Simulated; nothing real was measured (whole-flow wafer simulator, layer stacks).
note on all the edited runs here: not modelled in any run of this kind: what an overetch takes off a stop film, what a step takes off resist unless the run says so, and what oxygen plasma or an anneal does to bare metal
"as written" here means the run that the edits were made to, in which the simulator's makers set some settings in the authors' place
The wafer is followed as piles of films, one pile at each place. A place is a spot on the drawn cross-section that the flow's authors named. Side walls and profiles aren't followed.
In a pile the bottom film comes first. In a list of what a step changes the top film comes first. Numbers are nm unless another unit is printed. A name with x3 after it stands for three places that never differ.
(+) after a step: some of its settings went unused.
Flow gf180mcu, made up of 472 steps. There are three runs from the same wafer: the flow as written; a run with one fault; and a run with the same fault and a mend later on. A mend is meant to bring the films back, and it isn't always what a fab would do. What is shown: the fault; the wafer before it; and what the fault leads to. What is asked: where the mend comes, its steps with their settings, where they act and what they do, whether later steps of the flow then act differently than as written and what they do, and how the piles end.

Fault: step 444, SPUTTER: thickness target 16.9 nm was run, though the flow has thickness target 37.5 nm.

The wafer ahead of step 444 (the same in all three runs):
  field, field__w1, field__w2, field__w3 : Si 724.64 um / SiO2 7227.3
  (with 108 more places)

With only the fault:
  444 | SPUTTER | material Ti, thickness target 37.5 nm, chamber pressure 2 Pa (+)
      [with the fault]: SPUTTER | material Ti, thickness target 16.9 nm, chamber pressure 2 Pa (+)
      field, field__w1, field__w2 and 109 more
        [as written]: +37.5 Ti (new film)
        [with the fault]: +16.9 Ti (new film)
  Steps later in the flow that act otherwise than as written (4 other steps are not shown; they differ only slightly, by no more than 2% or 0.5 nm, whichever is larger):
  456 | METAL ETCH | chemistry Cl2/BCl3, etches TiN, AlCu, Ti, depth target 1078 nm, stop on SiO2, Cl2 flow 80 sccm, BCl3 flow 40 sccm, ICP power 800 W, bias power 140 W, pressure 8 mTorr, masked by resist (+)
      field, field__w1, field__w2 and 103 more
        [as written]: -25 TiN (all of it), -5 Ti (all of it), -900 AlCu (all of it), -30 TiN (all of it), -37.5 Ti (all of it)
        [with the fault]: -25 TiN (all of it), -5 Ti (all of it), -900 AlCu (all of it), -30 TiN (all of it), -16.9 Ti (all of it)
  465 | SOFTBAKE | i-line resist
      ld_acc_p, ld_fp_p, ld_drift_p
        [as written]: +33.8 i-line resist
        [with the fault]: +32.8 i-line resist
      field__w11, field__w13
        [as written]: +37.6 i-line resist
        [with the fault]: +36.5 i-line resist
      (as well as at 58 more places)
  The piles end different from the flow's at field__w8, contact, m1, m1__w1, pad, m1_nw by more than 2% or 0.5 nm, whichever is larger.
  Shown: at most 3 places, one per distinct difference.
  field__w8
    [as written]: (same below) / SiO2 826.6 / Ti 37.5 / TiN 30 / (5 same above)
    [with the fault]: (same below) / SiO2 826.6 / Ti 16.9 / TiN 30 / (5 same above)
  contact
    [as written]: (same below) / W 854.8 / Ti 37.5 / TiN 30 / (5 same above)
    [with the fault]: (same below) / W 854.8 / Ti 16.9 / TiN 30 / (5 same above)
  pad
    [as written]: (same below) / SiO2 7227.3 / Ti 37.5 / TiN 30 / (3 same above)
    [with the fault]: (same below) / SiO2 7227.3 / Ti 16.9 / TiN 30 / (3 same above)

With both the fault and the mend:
  The mend stands after step 444.
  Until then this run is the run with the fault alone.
  444a | SPUTTER | material Ti, thickness target 20.6 nm, chamber pressure 2 Pa (+) (the flow's step 444 again, with other settings)
      field, field__w1, field__w2 and 109 more
        +20.6 Ti
  Every later step of the flow that is run acts as written at every place that is followed.
  By the end, the piles equal the flow's at every place that both follow.
